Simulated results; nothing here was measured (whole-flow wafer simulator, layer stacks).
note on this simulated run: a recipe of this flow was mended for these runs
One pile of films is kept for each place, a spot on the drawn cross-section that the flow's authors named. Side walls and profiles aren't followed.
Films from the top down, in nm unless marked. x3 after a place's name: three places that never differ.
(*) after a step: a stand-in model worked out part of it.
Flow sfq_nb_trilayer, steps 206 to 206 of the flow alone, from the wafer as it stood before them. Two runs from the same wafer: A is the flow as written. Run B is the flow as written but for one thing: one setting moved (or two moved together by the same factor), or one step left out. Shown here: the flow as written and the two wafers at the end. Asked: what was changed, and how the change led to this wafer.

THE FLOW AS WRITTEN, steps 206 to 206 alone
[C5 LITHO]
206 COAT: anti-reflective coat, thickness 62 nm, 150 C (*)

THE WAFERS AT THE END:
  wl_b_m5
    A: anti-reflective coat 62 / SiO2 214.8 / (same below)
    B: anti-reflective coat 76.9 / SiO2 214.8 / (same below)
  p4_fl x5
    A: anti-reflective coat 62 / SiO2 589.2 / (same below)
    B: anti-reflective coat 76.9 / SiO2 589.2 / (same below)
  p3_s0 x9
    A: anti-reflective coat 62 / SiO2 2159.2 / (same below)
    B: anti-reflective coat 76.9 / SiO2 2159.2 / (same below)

The cause: step 206, COAT: thickness 76.9 nm was run, where the flow has thickness 62 nm.
It can be read off the wafer: wl_b_m5 has anti-reflective coat 76.9, and step 206 as written asks for 62 nm.

How the change led to this, step by step:
  206 COAT: anti-reflective coat, thickness 62 nm, 150 C (*)
      p4_fl x5, p4_w1 x9, p3_s0 x9 and 41 more: A anti-reflective coat +62 (new film) | B anti-reflective coat +76.9 (new film)
      r5r_line_l, r5r_line_c, r5r_line_r: A anti-reflective coat +35.5 (new film) | B anti-reflective coat +50.4 (new film)
      (and at 39 more places)
